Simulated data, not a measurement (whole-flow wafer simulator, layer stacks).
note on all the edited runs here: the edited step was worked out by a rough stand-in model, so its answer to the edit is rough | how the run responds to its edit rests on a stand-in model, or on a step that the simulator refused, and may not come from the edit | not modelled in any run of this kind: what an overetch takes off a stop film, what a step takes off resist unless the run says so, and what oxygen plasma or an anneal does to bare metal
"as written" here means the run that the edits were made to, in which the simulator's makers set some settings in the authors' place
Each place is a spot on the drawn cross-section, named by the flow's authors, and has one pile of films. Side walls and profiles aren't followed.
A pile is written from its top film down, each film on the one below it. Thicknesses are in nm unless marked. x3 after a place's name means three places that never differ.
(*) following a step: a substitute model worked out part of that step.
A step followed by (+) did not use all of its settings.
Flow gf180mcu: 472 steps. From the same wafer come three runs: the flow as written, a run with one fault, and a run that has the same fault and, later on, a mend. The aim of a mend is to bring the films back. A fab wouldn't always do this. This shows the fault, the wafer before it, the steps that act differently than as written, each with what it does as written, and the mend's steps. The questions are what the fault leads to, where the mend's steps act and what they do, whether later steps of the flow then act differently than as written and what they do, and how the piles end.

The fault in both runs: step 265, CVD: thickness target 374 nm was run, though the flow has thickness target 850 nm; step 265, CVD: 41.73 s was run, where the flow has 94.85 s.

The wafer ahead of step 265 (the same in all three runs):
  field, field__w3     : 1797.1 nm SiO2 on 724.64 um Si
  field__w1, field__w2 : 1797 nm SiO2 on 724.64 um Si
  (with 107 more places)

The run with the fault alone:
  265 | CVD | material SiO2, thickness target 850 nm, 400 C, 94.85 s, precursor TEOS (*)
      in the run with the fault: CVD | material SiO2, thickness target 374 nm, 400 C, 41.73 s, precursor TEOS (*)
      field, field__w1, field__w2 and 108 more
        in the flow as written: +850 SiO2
        in the run with the fault: +384 SiO2
  Steps later in the flow that act otherwise than as written (not shown: 1 more step that differs only slightly, by at most 2% or 0.5 nm, whichever is larger):
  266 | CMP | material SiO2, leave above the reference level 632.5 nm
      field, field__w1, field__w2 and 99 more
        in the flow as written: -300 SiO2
        in the run with the fault: nothing
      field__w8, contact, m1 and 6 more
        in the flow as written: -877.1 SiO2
        in the run with the fault: -411.1 SiO2
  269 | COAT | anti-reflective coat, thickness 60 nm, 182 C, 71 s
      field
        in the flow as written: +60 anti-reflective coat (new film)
        in the run with the fault: +132.5 anti-reflective coat (new film)
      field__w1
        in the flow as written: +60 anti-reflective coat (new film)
        in the run with the fault: +89.2 anti-reflective coat (new film)
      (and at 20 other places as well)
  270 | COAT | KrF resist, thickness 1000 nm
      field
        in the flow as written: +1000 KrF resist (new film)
        in the run with the fault: +970.3 KrF resist (new film)
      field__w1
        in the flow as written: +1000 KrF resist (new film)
        in the run with the fault: +973.7 KrF resist (new film)
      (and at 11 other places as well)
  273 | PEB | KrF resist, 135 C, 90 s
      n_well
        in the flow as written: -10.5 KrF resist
        in the run with the fault: -9.69 KrF resist
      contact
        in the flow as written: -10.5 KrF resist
        in the run with the fault: -9.14 KrF resist
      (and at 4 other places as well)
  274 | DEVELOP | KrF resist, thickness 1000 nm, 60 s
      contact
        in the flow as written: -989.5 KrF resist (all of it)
        in the run with the fault: -901.3 KrF resist (all of it)
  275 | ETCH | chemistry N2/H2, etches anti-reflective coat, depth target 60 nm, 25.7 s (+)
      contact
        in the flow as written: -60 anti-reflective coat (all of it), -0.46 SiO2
        in the run with the fault: -20.4 anti-reflective coat (all of it), -1.48 SiO2
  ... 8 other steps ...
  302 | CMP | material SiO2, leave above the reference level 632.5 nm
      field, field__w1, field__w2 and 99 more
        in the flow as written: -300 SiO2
        in the run with the fault: -287.7 SiO2
  By the end, the piles at field, field__w1, field__w2 and 105 more depart from the flow's by more than 2% or 0.5 nm, whichever is larger.
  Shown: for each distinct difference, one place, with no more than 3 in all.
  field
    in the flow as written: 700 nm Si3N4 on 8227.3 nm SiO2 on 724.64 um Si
    in the run with the fault: 700 nm Si3N4 on 5896.3 nm SiO2 on 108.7 nm W on 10 nm TiN on 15 nm Ti on 2181.1 nm SiO2 on 724.64 um Si
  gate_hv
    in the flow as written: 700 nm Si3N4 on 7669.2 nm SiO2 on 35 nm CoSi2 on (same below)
    in the run with the fault: 700 nm Si3N4 on 5896.3 nm SiO2 on 108.7 nm W on 10 nm TiN on 15 nm Ti on 1623 nm SiO2 on 35 nm CoSi2 on (same below)
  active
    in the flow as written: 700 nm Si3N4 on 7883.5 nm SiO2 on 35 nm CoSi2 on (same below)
    in the run with the fault: 700 nm Si3N4 on 5896.3 nm SiO2 on 108.7 nm W on 10 nm TiN on 15 nm Ti on 1837.3 nm SiO2 on 35 nm CoSi2 on (same below)

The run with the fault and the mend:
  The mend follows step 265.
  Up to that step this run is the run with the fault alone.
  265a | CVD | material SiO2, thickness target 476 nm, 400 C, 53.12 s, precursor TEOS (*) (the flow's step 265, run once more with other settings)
      field, field__w1, field__w2 and 108 more
        +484 SiO2
  Steps later in the flow that act otherwise than as written:
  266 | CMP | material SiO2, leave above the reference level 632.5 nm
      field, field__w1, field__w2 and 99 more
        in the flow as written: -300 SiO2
        in the run with the mend: -318.1 SiO2
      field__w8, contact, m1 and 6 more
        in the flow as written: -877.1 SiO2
        in the run with the mend: -895.2 SiO2
  The piles end the same as the flow's at every place that both follow.
